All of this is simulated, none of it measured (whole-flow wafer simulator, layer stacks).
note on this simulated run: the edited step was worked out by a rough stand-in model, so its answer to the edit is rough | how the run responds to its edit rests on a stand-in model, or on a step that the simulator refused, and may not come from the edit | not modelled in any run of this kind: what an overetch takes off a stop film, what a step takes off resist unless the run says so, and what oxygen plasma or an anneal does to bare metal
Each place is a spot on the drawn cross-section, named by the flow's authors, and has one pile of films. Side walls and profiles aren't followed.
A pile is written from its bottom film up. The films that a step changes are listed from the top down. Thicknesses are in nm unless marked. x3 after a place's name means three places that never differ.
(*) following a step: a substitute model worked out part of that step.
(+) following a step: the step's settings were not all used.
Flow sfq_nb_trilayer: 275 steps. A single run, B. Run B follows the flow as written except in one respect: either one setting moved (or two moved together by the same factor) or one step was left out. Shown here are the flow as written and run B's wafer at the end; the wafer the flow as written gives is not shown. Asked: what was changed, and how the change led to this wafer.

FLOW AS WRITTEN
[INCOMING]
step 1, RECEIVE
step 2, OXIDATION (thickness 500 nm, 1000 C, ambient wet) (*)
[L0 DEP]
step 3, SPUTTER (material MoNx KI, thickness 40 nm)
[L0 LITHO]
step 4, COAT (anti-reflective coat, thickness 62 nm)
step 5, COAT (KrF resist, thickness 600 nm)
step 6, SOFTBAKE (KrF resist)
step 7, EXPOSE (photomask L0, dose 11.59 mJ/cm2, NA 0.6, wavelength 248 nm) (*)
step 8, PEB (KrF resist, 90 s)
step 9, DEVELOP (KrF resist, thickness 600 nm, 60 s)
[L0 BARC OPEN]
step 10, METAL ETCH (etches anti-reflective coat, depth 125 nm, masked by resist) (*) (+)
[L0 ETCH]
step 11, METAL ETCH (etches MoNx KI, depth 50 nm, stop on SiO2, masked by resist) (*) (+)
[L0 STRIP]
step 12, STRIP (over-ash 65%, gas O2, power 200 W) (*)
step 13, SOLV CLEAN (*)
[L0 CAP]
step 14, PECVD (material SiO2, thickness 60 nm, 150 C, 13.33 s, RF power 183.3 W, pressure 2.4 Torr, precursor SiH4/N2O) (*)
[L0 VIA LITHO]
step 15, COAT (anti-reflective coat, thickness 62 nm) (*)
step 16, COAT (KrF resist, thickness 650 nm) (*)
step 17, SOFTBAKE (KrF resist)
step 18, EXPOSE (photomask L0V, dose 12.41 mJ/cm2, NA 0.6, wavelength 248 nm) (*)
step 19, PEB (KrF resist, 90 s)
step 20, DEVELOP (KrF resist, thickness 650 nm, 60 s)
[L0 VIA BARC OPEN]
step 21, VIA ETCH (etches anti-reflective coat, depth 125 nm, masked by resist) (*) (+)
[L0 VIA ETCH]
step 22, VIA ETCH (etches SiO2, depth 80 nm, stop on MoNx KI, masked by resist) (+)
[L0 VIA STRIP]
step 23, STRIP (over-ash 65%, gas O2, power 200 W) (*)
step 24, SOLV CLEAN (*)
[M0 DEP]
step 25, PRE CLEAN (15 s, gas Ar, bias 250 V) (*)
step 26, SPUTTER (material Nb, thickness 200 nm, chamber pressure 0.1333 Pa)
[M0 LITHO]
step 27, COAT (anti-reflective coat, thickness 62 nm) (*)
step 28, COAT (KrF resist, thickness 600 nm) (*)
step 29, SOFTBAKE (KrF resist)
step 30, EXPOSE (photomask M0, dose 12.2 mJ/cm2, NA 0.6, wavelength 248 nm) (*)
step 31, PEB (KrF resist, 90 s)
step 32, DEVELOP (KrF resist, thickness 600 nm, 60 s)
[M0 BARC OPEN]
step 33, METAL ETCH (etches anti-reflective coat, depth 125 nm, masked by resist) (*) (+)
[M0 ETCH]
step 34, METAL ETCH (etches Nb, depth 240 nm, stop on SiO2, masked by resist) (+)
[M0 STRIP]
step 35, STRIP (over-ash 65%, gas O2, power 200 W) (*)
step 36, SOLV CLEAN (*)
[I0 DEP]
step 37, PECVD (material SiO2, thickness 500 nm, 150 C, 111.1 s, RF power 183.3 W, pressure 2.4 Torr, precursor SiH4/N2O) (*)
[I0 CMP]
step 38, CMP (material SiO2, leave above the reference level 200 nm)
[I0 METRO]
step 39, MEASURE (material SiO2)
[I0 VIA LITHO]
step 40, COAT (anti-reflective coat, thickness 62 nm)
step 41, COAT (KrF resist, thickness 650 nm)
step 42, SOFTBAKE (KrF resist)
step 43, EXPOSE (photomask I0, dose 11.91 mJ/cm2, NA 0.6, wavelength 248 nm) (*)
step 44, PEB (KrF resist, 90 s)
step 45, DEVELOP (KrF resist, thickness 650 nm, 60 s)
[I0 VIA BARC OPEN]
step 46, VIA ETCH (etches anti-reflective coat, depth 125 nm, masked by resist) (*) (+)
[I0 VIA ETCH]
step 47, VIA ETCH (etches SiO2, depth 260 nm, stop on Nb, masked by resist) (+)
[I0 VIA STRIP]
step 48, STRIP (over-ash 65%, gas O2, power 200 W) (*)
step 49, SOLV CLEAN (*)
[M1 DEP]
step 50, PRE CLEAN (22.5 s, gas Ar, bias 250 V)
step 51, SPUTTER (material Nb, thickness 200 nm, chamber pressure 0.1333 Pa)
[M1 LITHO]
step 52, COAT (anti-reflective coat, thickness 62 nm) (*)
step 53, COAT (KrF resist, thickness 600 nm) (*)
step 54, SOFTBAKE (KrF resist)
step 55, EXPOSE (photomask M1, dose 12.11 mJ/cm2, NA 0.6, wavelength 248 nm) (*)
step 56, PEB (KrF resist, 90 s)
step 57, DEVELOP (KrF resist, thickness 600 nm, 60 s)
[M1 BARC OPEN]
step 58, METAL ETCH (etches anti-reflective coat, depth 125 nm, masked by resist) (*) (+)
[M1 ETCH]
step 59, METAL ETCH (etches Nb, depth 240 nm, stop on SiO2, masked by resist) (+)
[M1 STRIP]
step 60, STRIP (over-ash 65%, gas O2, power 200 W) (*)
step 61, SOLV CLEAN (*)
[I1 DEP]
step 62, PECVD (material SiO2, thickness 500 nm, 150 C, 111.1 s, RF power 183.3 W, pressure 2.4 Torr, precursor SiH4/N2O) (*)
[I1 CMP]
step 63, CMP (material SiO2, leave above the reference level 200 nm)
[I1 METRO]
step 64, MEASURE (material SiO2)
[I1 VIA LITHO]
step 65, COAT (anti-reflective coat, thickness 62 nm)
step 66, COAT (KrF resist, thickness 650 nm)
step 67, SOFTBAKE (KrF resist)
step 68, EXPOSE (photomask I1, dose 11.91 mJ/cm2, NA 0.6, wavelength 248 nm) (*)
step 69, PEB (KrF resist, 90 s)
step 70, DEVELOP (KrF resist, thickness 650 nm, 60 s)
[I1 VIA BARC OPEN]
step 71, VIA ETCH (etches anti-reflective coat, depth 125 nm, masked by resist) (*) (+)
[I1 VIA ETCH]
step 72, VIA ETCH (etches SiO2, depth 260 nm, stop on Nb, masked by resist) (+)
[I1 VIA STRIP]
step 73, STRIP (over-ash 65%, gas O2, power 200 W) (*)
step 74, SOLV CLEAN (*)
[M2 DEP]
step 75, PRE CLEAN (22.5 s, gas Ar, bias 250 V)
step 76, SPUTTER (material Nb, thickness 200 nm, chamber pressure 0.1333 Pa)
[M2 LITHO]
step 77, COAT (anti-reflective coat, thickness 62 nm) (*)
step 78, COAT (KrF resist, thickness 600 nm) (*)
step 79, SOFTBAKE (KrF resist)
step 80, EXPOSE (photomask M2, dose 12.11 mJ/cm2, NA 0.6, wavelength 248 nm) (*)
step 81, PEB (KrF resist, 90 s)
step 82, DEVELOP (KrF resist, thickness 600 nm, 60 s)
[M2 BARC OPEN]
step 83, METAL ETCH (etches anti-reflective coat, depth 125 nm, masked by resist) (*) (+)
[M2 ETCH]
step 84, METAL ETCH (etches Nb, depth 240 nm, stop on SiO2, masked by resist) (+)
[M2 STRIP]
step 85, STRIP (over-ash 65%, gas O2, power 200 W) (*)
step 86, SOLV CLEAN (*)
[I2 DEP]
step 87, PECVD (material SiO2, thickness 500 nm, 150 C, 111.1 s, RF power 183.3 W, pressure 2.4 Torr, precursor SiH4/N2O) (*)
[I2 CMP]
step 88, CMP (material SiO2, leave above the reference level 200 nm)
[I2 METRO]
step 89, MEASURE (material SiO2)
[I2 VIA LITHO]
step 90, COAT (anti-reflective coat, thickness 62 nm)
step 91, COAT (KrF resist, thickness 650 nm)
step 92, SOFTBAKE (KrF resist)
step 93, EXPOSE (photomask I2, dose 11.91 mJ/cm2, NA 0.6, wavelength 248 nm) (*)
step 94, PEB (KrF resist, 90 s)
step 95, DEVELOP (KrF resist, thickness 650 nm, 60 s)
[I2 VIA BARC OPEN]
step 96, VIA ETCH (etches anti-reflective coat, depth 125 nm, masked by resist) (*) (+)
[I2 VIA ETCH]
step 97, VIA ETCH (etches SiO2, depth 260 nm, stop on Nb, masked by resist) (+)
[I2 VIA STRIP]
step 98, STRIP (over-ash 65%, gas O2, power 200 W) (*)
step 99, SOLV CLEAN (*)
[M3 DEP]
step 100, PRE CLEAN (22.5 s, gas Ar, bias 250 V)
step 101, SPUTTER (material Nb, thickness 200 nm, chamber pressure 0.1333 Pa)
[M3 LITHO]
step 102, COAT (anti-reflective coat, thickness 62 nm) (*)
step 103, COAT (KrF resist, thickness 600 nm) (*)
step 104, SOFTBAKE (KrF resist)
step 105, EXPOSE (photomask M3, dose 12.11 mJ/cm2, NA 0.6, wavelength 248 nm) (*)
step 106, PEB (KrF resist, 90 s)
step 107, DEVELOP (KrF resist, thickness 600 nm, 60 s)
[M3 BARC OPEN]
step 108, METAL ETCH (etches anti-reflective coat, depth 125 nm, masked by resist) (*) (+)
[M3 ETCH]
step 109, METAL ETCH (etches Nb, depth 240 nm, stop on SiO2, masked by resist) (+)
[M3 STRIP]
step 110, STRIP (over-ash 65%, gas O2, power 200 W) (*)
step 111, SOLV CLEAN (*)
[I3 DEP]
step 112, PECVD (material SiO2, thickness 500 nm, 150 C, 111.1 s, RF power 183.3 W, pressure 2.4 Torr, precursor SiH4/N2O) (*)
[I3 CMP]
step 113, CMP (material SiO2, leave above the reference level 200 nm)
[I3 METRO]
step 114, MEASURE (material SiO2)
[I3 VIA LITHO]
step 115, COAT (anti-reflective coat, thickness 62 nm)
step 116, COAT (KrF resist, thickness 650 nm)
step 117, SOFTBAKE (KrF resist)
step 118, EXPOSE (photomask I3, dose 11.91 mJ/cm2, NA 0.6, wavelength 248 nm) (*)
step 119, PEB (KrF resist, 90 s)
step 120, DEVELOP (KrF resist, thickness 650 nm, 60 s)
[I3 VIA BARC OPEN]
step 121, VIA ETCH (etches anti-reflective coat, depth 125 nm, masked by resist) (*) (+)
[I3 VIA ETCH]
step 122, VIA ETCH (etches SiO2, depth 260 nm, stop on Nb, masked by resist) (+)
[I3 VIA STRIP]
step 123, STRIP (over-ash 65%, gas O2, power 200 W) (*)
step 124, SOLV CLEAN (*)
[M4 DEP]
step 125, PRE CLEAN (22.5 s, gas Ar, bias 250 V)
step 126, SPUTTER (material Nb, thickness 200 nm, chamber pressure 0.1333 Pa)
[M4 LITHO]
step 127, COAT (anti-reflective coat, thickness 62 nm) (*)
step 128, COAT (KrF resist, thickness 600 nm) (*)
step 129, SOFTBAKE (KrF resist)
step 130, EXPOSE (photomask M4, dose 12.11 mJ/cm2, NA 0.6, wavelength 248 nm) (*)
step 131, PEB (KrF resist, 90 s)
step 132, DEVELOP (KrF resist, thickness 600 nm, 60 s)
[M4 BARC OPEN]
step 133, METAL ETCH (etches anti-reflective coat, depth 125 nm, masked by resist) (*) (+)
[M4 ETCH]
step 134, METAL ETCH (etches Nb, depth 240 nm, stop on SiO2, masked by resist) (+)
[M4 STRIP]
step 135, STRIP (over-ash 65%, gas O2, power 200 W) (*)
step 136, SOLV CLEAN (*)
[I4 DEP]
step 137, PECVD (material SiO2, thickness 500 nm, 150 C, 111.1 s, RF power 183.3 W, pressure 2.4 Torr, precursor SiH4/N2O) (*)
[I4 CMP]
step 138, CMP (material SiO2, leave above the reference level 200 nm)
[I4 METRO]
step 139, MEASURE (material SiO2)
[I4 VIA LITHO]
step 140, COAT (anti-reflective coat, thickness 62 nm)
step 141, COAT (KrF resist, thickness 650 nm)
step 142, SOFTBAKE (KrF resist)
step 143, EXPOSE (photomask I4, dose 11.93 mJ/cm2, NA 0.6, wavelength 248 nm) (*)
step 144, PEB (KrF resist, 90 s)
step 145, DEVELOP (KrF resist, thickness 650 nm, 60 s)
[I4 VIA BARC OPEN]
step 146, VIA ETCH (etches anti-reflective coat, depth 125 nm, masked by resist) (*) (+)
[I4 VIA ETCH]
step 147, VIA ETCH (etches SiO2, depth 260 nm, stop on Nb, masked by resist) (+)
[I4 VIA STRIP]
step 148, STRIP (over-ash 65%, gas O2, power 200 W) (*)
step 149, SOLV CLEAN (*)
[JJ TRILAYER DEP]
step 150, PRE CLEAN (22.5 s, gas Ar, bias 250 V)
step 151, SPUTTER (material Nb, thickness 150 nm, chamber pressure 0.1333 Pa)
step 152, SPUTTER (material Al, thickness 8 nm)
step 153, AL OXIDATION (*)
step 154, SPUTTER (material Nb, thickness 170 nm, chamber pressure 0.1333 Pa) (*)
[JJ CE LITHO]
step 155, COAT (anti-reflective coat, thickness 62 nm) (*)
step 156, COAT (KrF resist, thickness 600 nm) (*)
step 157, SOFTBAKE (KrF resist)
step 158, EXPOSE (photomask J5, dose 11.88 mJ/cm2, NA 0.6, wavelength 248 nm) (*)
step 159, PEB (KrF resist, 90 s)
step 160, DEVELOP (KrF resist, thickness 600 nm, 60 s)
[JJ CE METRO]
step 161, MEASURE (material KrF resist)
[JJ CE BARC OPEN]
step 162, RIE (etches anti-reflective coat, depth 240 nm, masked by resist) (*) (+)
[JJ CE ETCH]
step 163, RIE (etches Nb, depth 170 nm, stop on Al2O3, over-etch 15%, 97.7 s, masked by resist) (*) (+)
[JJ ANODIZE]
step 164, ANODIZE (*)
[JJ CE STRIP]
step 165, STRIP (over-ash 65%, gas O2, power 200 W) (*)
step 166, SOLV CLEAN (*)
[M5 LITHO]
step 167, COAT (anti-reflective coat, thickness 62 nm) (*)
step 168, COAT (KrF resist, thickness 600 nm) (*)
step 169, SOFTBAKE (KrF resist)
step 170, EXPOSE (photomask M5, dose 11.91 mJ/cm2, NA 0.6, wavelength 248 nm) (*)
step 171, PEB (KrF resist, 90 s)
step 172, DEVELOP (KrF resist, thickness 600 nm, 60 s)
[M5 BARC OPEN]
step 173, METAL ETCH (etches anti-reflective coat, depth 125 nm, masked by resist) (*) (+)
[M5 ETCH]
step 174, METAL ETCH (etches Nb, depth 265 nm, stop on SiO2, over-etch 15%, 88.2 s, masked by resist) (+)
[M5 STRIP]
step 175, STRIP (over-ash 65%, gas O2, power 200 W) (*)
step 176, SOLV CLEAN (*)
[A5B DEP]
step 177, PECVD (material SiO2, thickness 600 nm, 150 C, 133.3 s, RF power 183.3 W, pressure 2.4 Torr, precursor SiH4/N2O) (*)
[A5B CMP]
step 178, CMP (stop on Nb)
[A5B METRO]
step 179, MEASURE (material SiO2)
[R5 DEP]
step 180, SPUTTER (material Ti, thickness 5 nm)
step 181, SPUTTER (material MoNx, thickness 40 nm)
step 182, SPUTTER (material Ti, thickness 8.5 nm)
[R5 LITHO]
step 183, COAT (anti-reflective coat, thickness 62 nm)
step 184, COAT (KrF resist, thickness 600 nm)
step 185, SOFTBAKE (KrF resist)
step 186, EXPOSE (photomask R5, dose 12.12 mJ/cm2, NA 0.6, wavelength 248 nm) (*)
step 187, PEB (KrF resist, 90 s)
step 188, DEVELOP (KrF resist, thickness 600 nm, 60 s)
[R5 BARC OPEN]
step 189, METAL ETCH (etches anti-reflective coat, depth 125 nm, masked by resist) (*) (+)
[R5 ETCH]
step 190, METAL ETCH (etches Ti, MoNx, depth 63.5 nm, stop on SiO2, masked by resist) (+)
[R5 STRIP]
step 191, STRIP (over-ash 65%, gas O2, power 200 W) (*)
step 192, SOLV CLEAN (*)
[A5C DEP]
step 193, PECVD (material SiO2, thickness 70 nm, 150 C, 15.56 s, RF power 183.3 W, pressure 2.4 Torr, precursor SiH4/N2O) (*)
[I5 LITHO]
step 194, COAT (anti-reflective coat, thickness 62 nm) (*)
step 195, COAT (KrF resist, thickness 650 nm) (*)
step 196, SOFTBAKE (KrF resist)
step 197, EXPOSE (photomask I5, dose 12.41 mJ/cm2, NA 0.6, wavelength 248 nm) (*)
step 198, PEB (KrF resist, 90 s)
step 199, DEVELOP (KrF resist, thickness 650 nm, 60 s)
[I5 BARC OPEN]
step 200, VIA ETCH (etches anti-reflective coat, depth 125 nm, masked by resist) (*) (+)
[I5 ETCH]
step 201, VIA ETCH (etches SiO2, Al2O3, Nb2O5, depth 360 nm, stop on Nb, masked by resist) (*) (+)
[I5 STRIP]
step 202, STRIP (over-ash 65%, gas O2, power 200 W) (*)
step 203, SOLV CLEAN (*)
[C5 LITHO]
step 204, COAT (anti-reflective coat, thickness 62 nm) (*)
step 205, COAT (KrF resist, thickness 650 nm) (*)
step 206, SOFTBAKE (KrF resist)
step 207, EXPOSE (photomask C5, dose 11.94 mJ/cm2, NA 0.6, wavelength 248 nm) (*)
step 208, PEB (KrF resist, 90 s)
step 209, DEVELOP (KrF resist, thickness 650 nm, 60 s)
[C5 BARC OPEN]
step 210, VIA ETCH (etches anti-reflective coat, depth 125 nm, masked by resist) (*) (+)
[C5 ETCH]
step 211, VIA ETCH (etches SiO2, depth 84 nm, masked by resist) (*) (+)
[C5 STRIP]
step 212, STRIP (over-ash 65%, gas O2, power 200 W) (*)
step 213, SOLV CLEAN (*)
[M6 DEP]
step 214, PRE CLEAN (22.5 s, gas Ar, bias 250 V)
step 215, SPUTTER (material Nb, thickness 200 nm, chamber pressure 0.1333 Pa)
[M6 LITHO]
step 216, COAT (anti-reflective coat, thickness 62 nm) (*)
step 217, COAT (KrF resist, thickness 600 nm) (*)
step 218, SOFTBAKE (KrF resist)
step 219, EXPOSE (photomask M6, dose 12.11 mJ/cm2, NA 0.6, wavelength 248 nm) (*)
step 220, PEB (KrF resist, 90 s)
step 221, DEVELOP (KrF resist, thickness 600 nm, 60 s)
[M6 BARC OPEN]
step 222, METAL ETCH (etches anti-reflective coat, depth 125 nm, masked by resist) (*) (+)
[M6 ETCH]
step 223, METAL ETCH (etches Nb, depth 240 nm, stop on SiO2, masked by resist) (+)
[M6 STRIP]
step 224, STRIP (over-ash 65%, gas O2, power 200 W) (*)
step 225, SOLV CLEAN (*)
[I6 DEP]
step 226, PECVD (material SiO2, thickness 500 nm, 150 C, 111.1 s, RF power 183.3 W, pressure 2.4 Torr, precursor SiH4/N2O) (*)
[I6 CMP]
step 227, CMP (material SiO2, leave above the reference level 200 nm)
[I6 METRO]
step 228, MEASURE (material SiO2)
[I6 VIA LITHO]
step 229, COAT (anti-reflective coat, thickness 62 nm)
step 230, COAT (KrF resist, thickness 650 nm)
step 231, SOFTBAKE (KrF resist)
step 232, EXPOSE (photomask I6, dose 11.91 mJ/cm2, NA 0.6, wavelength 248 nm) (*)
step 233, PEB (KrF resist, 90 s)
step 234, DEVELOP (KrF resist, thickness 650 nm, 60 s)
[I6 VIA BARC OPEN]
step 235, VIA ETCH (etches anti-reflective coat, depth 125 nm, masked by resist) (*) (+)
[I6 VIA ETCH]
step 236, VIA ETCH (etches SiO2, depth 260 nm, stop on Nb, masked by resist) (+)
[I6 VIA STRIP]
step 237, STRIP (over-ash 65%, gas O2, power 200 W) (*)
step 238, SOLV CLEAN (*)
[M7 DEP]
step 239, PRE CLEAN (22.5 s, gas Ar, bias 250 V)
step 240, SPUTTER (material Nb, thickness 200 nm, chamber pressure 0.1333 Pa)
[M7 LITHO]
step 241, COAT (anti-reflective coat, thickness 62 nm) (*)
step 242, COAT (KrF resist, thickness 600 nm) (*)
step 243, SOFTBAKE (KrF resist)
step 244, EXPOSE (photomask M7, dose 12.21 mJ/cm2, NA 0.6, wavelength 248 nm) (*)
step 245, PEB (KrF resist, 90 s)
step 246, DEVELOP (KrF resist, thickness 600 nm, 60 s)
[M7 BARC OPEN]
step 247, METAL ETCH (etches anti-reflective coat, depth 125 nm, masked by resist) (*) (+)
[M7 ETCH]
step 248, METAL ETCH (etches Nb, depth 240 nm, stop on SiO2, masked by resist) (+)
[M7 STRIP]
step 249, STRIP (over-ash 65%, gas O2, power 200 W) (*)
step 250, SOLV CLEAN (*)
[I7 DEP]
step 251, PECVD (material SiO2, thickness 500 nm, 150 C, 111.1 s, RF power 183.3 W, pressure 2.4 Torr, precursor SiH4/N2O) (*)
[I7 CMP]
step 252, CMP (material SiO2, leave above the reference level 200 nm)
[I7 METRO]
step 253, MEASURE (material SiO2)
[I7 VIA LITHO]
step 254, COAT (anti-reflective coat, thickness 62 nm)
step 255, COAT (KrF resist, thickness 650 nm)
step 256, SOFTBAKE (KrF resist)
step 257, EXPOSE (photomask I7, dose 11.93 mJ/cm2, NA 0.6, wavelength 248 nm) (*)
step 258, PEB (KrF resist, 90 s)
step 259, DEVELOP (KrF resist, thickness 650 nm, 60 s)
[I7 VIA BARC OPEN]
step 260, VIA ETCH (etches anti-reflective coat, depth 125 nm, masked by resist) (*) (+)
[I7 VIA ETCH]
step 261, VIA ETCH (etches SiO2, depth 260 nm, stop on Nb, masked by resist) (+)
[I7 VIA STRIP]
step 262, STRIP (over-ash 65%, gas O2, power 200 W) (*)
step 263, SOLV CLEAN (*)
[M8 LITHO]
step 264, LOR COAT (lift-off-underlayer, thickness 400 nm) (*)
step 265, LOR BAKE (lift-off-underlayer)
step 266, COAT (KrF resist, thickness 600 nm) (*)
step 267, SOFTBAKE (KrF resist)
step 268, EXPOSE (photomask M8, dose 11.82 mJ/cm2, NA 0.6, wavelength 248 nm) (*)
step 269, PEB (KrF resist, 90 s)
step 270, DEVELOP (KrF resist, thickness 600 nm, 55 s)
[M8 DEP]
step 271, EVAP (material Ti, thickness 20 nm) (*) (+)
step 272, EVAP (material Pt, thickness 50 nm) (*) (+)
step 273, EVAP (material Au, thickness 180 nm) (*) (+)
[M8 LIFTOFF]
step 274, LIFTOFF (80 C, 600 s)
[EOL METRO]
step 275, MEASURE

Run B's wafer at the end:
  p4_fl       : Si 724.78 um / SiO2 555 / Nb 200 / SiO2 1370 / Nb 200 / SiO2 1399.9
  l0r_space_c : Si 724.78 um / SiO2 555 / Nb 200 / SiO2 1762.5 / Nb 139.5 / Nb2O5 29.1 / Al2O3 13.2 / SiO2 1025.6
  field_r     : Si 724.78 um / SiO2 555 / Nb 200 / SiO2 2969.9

The reason: step 154, SPUTTER: thickness 194 nm was run, whereas the flow has thickness 170 nm.

Step by step, how the change led to this:
  step 154, SPUTTER (material Nb, thickness 170 nm, chamber pressure 0.1333 Pa) (*)
      field_l, v_sur, via_sp and 100 more: Nb gains 194 (new film) (as written it would have been: Nb gains 170 (new film))
      via_wl, via_wr: Nb gains 160.7 (new film) (as written it would have been: Nb gains 140.7 (new film))
      (and at 1 other place as well)
  step 155, COAT (anti-reflective coat, thickness 62 nm) (*)
      via_wl, via_wr: anti-reflective coat gains 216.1 (new film) (as written it would have been: anti-reflective coat gains 209.4 (new film))
      via_w: anti-reflective coat gains 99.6 (new film) (as written it would have been: anti-reflective coat gains 97.4 (new film))
  step 162, RIE (etches anti-reflective coat, depth 240 nm, masked by resist) (*) (+)
      ce_l, c5j, ce_r, wl_jj: KrF resist loses 216.1 (as written it would have been: KrF resist loses 209.4)
      via_wl, via_wr: anti-reflective coat loses 216.1 (all of it) (as written it would have been: anti-reflective coat loses 209.4 (all of it))
      (and at 1 other place as well)
  step 163, RIE (etches Nb, depth 170 nm, stop on Al2O3, over-etch 15%, 97.7 s, masked by resist) (*) (+)
      field_l, v_sur, via_sp and 96 more: Nb loses 194 (all of it), Al2O3 loses 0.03 (as written it would have been: Nb loses 170 (all of it), Al2O3 loses 0.51)
      via_wl, via_wr: Nb loses 160.7 (all of it), Al2O3 loses 0.96 (all of it) (as written it would have been: Nb loses 140.7 (all of it), Al2O3 loses 0.96 (all of it))
      (and at 1 other place as well)
  step 164, ANODIZE (*)
      field_l, v_sur, via_sp and 96 more: Al2O3 gains 12.2, Nb2O5 gains 29.1 (new film), Al loses 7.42 (all of it), Nb loses 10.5 (as written it would have been: Al2O3 gains 12.2, Nb2O5 gains 29.9 (new film), Al loses 7.42 (all of it), Nb loses 10.8)
  step 165, STRIP (over-ash 65%, gas O2, power 200 W) (*)
      ce_l: KrF resist loses 260 (all of it), anti-reflective coat loses 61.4 (all of it) (as written it would have been: KrF resist loses 266.8 (all of it), anti-reflective coat loses 61.4 (all of it))
      c5j: KrF resist loses 260.1 (all of it), anti-reflective coat loses 61.5 (all of it) (as written it would have been: KrF resist loses 266.9 (all of it), anti-reflective coat loses 61.5 (all of it))
      (and at 2 other places as well)
  step 167, COAT (anti-reflective coat, thickness 62 nm) (*)
      wl_j_sl, wl_j_sr: anti-reflective coat gains 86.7 (new film) (as written it would have been: anti-reflective coat gains 83.3 (new film))
      jj_sur: anti-reflective coat gains 85.5 (new film) (as written it would have been: anti-reflective coat gains 82.6 (new film))
      (and at 5 other places as well)
  step 168, COAT (KrF resist, thickness 600 nm) (*)
      ce_l: KrF resist gains 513 (new film) (as written it would have been: KrF resist gains 528.3 (new film))
      c5j: KrF resist gains 493.7 (new film) (as written it would have been: KrF resist gains 507.6 (new film))
      (and at 2 other places as well)
  step 174, METAL ETCH (etches Nb, depth 265 nm, stop on SiO2, over-etch 15%, 88.2 s, masked by resist) (+)
      field_l, r_sur, res and 50 more: Al2O3 loses 13.1 (all of it), Nb2O5 loses 29.1 (all of it), Nb loses 139.5 (all of it), SiO2 loses 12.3 (as written it would have been: Al2O3 loses 12.6 (all of it), Nb2O5 loses 29.9 (all of it), Nb loses 139.2 (all of it), SiO2 loses 12.3)
  step 175, STRIP (over-ash 65%, gas O2, power 200 W) (*)
      jj_sur: KrF resist loses 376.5 (all of it), anti-reflective coat loses 85.5 (all of it) (as written it would have been: KrF resist loses 374.7 (all of it), anti-reflective coat loses 82.6 (all of it))
      ce_l: KrF resist loses 284.4 (all of it), anti-reflective coat loses 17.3 (all of it) (as written it would have been: KrF resist loses 299.6 (all of it), anti-reflective coat loses 19.6 (all of it))
      (and at 6 other places as well)
  step 178, CMP (stop on Nb)
      v_sur, via_sp, via_v and 43 more: SiO2 loses 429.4 (as written it would have been: SiO2 loses 453.5)
      field_l, p4_fl, p4_fm and 39 more: SiO2 loses 235.3 (as written it would have been: SiO2 loses 259.3)
      (and at 14 other places as well)
  step 201, VIA ETCH (etches SiO2, Al2O3, Nb2O5, depth 360 nm, stop on Nb, masked by resist) (*) (+)
      be: SiO2 loses 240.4 (all of it), Al2O3 loses 13.2 (all of it), Nb2O5 loses 29.1 (all of it) (as written it would have been: SiO2 loses 216.4 (all of it), Al2O3 loses 12.7 (all of it), Nb2O5 loses 29.9 (all of it))
  step 204, COAT (anti-reflective coat, thickness 62 nm) (*)
      be: anti-reflective coat gains 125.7 (new film) (as written it would have been: anti-reflective coat gains 122.2 (new film))
  step 205, COAT (KrF resist, thickness 650 nm) (*)
      be: KrF resist gains 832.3 (new film) (as written it would have been: KrF resist gains 815.3 (new film))
  step 212, STRIP (over-ash 65%, gas O2, power 200 W) (*)
      be: KrF resist loses 745.1 (all of it), anti-reflective coat loses 125.7 (all of it) (as written it would have been: KrF resist loses 728.2 (all of it), anti-reflective coat loses 122.2 (all of it))
  step 215, SPUTTER (material Nb, thickness 200 nm, chamber pressure 0.1333 Pa)
      be: Nb gains 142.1 (as written it would have been: Nb gains 147.3)
  ... 3 other steps ...
  step 226, PECVD (material SiO2, thickness 500 nm, 150 C, 111.1 s, RF power 183.3 W, pressure 2.4 Torr, precursor SiH4/N2O) (*)
      be: SiO2 gains 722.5 (new film) (as written it would have been: SiO2 gains 693.5 (new film))
